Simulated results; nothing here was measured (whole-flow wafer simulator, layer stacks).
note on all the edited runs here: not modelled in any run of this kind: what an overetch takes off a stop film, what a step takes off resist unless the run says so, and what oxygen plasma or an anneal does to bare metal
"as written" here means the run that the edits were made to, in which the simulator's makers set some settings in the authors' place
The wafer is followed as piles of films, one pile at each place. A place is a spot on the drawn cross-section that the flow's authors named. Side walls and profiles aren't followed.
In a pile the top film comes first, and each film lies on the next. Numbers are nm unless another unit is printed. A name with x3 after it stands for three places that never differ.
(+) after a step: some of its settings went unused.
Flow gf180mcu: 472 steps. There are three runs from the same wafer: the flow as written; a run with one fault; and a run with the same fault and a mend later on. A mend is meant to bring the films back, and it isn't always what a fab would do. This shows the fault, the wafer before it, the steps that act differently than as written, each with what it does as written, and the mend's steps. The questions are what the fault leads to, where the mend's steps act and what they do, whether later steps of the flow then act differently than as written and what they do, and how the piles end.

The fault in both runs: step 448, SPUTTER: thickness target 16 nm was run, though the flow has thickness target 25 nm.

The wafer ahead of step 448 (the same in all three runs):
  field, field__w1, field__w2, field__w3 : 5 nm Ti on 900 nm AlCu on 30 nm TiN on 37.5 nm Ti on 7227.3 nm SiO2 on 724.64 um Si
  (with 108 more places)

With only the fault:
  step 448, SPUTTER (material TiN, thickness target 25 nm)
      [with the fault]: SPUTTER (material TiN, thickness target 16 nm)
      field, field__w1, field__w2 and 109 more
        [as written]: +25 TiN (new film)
        [with the fault]: +16 TiN (new film)
  Later steps of the flow acting differently than as written (5 other steps are not shown; they differ only slightly, by no more than 2% or 0.5 nm, whichever is larger):
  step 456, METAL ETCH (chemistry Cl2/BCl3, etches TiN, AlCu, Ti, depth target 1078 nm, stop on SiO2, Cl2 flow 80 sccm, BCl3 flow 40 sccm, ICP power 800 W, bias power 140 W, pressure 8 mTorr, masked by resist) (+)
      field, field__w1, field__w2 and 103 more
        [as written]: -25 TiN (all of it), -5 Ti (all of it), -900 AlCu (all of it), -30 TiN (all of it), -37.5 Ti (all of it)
        [with the fault]: -16 TiN (all of it), -5 Ti (all of it), -900 AlCu (all of it), -30 TiN (all of it), -37.5 Ti (all of it)
  At field__w8, contact, m1, m1__w1, pad, m1_nw, the piles at the end differ from the flow's by more than 2% or 0.5 nm, whichever is larger.
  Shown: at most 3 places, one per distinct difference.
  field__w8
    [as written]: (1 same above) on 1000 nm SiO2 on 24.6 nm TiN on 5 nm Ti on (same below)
    [with the fault]: (1 same above) on 1000 nm SiO2 on 15.6 nm TiN on 5 nm Ti on (same below)
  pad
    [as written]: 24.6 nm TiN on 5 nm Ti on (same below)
    [with the fault]: 15.6 nm TiN on 5 nm Ti on (same below)

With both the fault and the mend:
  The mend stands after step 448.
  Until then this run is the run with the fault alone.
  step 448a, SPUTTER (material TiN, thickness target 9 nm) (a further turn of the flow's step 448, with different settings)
      field, field__w1, field__w2 and 109 more
        +9 TiN
  None of the later steps of the flow acts differently than as written at any place that is followed.
  The piles end the same as the flow's at every place that both follow.
